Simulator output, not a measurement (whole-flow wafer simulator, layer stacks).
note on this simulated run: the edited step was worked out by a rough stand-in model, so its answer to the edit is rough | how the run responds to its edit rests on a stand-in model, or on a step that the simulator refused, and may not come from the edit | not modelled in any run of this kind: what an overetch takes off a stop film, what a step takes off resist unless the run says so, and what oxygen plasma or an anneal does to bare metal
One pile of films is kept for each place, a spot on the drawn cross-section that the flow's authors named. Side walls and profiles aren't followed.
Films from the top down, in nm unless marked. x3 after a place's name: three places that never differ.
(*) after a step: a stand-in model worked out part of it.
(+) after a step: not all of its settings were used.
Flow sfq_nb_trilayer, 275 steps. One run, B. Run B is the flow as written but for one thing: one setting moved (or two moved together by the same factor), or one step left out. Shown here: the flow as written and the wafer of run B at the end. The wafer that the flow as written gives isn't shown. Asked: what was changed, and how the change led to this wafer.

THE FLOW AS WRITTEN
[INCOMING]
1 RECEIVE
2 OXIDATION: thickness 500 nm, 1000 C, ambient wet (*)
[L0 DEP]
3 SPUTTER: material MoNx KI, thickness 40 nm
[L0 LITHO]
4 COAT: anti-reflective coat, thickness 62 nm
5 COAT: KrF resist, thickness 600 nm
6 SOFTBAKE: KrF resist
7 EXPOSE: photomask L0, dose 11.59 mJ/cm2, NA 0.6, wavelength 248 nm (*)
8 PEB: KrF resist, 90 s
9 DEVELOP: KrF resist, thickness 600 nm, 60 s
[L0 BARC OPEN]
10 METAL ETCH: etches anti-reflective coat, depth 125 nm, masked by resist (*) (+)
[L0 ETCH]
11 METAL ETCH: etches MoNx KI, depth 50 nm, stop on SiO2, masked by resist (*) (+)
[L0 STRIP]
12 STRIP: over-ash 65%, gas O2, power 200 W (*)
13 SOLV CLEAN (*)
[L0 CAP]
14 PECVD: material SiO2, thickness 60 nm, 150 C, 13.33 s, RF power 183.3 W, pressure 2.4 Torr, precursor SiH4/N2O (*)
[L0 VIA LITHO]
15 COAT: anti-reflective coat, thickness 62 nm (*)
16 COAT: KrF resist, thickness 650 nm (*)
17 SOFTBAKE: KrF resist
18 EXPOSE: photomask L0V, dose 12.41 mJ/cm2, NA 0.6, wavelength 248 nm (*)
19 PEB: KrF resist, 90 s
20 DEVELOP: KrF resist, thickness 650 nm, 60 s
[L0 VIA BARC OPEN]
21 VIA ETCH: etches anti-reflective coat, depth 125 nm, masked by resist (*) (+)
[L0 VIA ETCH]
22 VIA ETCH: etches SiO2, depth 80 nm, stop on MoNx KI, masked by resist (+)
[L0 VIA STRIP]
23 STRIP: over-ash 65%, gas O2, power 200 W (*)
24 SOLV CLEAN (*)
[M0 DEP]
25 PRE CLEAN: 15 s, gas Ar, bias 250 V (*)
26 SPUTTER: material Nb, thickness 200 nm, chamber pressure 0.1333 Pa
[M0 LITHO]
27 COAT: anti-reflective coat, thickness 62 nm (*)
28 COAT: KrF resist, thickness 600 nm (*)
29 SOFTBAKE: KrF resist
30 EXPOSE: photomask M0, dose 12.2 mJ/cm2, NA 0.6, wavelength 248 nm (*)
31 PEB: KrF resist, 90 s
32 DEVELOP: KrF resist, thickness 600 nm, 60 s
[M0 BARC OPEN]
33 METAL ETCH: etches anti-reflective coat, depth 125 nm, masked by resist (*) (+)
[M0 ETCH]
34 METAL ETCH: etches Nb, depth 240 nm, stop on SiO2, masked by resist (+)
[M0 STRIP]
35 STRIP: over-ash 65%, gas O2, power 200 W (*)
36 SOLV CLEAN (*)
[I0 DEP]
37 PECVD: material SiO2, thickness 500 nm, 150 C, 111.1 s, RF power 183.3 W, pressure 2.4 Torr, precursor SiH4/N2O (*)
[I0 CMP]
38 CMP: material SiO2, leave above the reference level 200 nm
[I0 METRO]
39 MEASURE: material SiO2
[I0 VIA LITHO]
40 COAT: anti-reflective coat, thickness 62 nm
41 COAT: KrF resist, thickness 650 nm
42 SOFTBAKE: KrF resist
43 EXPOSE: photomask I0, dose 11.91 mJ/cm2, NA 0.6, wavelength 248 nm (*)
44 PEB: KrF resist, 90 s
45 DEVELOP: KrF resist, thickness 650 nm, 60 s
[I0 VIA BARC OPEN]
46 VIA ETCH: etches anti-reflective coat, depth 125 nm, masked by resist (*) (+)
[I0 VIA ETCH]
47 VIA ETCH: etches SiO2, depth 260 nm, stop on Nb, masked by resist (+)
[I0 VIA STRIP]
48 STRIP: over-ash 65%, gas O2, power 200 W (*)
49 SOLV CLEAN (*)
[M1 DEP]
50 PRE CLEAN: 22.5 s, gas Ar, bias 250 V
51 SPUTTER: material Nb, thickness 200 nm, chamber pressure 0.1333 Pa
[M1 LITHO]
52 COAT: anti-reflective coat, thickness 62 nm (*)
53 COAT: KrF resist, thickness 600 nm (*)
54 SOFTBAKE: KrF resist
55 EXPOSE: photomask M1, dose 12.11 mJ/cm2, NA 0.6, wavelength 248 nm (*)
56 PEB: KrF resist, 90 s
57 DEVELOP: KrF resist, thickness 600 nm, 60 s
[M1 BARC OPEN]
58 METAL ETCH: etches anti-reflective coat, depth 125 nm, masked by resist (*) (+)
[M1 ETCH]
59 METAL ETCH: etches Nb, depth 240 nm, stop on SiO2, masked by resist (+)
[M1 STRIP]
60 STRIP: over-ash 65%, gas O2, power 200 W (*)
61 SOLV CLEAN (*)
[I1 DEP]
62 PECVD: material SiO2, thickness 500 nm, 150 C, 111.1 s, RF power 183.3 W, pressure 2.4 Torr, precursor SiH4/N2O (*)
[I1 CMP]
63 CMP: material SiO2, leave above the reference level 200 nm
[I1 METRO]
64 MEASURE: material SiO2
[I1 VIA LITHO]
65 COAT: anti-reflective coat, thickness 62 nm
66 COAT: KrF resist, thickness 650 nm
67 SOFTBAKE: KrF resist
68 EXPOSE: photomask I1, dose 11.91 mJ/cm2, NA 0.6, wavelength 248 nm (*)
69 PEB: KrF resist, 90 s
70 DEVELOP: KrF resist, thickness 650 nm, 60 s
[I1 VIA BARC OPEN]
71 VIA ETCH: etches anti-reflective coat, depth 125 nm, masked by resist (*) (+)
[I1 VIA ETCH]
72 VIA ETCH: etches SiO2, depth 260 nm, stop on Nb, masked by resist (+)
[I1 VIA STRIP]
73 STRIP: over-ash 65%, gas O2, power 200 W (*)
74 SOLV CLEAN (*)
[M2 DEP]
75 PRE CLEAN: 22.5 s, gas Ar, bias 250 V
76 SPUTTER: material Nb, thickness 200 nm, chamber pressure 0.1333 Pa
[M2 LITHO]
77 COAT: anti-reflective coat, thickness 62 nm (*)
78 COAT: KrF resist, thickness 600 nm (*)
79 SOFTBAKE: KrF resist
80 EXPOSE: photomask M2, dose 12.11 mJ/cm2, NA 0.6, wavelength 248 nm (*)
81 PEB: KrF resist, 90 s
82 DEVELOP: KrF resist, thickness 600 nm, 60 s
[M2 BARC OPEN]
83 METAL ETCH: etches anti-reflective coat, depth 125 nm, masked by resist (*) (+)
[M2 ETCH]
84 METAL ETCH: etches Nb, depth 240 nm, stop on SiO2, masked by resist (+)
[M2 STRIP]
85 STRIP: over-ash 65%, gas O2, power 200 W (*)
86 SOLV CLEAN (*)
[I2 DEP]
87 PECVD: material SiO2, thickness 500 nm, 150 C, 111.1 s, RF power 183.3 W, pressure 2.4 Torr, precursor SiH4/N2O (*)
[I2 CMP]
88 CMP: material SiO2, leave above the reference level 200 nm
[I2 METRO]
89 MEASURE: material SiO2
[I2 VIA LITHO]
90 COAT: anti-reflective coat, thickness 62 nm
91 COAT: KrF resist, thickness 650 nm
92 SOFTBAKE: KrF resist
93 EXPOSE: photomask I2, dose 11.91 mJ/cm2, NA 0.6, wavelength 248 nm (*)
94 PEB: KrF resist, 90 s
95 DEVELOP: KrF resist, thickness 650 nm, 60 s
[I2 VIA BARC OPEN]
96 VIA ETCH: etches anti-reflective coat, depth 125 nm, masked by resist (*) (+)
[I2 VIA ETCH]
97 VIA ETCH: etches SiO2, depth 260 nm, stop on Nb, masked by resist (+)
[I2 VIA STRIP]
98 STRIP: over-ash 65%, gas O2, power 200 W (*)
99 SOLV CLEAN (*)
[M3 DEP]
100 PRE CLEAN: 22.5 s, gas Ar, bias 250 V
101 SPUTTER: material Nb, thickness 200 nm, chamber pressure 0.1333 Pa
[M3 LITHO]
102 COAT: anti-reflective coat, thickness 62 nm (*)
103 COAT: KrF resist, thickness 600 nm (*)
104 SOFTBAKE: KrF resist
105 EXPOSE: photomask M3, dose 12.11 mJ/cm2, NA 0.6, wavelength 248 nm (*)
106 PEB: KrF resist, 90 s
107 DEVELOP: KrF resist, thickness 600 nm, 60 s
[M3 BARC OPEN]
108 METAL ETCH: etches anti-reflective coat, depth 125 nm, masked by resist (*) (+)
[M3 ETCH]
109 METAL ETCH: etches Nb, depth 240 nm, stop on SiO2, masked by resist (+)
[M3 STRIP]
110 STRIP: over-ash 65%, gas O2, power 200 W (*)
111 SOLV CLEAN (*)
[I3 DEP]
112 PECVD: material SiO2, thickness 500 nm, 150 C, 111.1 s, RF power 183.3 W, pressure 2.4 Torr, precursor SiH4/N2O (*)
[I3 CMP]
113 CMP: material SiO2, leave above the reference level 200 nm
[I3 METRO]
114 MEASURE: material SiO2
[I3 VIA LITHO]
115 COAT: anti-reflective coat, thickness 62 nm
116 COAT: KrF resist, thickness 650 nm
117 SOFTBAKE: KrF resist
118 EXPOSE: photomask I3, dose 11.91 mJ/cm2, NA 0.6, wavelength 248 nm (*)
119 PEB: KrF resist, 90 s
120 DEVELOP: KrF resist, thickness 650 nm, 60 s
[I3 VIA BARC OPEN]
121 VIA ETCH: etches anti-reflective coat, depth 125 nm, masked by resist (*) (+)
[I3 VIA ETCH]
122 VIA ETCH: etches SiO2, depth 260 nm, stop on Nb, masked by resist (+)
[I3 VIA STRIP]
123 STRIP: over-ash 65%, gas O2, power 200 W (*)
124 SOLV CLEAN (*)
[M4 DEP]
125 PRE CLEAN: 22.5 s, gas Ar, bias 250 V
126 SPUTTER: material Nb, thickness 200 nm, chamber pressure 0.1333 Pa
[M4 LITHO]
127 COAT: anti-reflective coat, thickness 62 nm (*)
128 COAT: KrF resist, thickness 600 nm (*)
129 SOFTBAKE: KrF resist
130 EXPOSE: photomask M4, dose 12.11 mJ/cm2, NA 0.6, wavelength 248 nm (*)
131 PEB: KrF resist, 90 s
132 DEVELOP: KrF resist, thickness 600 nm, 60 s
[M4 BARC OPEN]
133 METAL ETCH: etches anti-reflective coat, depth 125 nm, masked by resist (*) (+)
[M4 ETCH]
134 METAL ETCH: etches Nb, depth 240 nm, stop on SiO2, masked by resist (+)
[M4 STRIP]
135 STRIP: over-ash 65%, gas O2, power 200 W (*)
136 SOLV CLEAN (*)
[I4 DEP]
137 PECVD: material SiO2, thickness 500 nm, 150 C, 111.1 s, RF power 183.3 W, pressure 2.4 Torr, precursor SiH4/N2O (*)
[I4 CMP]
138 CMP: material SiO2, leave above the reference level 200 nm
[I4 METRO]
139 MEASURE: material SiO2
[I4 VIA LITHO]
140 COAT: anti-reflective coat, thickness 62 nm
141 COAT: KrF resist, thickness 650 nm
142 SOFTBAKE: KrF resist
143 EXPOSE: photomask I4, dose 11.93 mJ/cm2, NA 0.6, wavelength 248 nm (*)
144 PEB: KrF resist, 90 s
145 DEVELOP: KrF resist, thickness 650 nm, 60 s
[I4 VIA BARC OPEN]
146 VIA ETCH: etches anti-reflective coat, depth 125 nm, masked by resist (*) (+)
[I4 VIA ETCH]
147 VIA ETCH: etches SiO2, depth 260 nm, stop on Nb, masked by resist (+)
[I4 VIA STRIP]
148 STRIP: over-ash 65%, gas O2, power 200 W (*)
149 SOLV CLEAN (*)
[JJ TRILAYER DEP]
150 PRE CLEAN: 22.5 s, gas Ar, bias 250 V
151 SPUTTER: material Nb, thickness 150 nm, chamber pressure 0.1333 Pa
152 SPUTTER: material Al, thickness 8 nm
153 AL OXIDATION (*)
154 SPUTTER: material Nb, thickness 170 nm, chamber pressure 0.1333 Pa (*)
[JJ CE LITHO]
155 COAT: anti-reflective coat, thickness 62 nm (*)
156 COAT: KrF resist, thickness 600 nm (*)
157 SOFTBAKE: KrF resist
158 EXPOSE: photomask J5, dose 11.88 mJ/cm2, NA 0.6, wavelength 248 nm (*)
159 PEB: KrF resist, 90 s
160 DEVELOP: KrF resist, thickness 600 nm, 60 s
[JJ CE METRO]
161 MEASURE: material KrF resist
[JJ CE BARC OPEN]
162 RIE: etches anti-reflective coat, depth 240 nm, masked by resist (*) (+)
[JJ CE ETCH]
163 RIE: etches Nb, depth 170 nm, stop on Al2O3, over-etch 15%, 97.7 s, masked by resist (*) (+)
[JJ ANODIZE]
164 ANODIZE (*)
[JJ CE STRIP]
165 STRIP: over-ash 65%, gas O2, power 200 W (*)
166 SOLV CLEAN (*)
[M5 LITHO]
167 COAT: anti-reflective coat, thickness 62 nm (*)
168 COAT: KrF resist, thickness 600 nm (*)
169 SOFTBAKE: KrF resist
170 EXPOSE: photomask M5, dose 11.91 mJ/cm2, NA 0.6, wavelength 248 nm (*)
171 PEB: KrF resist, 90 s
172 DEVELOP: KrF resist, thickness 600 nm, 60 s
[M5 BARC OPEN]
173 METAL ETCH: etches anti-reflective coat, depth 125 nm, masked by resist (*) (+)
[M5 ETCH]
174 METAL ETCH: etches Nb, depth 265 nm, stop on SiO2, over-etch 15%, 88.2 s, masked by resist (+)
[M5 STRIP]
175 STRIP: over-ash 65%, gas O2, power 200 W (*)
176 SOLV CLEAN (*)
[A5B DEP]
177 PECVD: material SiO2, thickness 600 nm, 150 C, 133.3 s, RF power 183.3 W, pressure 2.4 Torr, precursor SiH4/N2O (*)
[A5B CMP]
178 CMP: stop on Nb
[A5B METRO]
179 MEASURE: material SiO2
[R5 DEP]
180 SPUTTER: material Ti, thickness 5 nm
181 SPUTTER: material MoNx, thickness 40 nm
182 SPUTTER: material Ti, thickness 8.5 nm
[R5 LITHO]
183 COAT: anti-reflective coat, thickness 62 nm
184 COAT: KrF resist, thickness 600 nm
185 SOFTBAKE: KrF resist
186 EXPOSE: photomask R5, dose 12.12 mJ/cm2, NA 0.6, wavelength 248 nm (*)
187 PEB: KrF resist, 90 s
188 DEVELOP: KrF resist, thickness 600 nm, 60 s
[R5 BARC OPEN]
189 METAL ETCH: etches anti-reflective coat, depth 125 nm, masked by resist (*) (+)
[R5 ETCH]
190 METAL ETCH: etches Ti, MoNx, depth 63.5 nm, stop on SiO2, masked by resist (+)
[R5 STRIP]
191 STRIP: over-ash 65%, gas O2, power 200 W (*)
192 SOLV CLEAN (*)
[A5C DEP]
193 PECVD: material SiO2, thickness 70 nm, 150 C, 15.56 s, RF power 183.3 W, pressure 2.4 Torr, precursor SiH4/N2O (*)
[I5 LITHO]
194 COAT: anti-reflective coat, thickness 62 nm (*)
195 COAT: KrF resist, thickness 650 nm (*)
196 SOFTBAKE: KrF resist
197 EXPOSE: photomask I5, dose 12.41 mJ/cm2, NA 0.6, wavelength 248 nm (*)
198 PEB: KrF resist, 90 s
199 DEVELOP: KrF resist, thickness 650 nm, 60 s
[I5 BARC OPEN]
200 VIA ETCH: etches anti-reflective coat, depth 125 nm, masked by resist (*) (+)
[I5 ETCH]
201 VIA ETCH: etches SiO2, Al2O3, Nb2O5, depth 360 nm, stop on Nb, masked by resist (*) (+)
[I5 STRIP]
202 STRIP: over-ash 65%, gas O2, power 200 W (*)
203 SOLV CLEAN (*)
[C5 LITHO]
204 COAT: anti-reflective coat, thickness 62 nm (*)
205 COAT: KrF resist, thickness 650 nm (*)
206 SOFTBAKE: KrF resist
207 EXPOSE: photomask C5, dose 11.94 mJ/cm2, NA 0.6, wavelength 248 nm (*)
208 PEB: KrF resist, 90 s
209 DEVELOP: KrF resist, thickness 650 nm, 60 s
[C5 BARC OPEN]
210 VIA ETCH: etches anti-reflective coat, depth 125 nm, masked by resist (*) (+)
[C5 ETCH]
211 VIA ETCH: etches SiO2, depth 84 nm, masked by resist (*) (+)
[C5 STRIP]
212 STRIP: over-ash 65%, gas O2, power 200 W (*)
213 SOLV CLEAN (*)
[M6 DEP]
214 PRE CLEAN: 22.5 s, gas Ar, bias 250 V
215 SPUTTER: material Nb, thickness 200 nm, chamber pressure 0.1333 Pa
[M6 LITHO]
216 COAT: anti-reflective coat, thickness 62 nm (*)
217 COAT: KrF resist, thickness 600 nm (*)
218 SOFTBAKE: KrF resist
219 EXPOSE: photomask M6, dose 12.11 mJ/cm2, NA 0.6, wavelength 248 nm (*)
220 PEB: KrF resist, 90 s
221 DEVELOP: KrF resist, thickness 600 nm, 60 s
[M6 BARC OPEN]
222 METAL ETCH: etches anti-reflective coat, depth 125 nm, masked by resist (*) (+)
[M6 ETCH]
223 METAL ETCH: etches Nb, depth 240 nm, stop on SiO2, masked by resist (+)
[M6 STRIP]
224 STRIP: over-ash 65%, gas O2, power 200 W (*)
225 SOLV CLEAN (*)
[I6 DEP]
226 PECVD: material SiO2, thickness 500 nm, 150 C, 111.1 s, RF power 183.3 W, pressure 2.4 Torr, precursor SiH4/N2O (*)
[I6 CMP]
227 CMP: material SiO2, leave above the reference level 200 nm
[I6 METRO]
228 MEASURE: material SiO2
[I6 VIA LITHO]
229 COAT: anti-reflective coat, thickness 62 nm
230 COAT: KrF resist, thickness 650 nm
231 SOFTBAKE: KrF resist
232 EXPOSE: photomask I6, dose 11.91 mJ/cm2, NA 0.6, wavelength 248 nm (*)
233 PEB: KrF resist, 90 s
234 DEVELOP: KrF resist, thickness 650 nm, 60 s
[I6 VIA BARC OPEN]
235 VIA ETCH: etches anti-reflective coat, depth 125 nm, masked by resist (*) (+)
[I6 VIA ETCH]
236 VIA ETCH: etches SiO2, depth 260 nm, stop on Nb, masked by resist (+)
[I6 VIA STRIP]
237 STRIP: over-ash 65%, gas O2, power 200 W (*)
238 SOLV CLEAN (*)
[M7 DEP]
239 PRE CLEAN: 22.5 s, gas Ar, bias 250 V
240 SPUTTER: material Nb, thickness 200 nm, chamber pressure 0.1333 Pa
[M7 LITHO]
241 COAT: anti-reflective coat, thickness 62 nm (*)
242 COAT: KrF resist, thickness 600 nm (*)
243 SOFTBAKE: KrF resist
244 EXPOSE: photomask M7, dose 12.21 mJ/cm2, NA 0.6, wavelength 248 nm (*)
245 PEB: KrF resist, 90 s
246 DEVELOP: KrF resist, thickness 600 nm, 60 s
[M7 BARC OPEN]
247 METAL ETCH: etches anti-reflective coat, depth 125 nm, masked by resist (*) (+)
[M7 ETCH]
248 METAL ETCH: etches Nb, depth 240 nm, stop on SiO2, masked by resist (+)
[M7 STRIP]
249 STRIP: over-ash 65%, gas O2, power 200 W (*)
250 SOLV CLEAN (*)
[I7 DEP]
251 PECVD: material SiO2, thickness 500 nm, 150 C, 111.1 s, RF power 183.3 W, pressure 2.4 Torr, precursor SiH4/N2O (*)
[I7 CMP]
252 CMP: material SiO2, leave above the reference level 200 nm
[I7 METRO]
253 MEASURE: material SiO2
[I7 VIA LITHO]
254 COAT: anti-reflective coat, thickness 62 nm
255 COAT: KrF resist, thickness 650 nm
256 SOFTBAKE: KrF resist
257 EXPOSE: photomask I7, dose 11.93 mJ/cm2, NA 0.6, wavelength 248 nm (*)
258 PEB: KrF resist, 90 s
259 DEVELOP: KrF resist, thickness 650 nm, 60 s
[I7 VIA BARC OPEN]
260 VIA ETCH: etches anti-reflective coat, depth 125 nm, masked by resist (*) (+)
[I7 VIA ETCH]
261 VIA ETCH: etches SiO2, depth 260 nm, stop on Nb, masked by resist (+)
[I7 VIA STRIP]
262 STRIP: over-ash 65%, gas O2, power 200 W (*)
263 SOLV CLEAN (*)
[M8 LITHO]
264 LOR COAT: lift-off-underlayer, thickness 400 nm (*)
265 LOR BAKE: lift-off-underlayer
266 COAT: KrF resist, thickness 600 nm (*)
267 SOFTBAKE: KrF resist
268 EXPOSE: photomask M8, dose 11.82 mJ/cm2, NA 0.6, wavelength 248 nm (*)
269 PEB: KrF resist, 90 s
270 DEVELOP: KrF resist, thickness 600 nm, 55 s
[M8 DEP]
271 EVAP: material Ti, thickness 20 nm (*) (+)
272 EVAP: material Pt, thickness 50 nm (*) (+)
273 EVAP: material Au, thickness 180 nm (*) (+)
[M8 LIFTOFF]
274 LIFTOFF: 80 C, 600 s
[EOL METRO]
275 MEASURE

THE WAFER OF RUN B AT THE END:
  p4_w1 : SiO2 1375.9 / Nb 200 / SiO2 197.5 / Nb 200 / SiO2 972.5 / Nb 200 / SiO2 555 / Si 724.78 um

The cause: step 87, PECVD: thickness 395 nm was run, where the flow has thickness 500 nm; step 87, PECVD: 87.78 s was run, where the flow has 111.1 s.

How the change led to this, step by step:
  87 PECVD: material SiO2, thickness 500 nm, 150 C, 111.1 s, RF power 183.3 W, pressure 2.4 Torr, precursor SiH4/N2O (*)
      field_l, be, be_sur and 81 more: SiO2 +395 (as written it would be: SiO2 +500)
      v_sur, via_wl, via_w and 18 more: SiO2 +395 (new film) (as written it would be: SiO2 +500 (new film))
      (and at 1 more place)
  88 CMP: material SiO2, leave above the reference level 200 nm
      field_l, be, be_sur and 81 more: nothing (as written it would be: SiO2 -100)
      v_sur, via_wl, via_w and 18 more: SiO2 -195 (as written it would be: SiO2 -300)
      (and at 1 more place)
  90 COAT: anti-reflective coat, thickness 62 nm
      m5r_linepad_l, m5r_linepad_r: anti-reflective coat +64 (new film) (as written it would be: anti-reflective coat +62 (new film))
      r5r_spacepad_l, r5r_spacepad_r: anti-reflective coat +64.1 (new film) (as written it would be: anti-reflective coat +62 (new film))
      (and at 2 more places)
  98 STRIP: over-ash 65%, gas O2, power 200 W (*)
      m5r_linepad_l, m5r_linepad_r: KrF resist -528 (all of it), anti-reflective coat -64 (all of it) (as written it would be: KrF resist -528.6 (all of it), anti-reflective coat -62 (all of it))
      m8r_pad_l, m8r_pad_r: KrF resist -528.5 (all of it), anti-reflective coat -63.4 (all of it) (as written it would be: KrF resist -528.6 (all of it), anti-reflective coat -62 (all of it))
      (and at 2 more places)
  102 COAT: anti-reflective coat, thickness 62 nm (*)
      m5r_linepad_l, m5r_linepad_r: anti-reflective coat +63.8 (new film) (as written it would be: anti-reflective coat +62 (new film))
      r5r_spacepad_l, r5r_spacepad_r: anti-reflective coat +63.9 (new film) (as written it would be: anti-reflective coat +62 (new film))
      (and at 2 more places)
  108 METAL ETCH: etches anti-reflective coat, depth 125 nm, masked by resist (*) (+)
      m5r_linepad_l, m5r_linepad_r: anti-reflective coat -63.8 (all of it) (as written it would be: anti-reflective coat -62 (all of it))
      r5r_spacepad_l, r5r_spacepad_r: anti-reflective coat -63.9 (all of it) (as written it would be: anti-reflective coat -62 (all of it))
      (and at 2 more places)
  113 CMP: material SiO2, leave above the reference level 200 nm
      field_l, be, be_sur and 64 more: SiO2 -95 (as written it would be: SiO2 -100)
      p4_g1, p4_g2, p3_s0, p3_s1, p3_s2, p3_s3, p3_s4, p3_s5: SiO2 -152.1 (as written it would be: SiO2 -157.1)
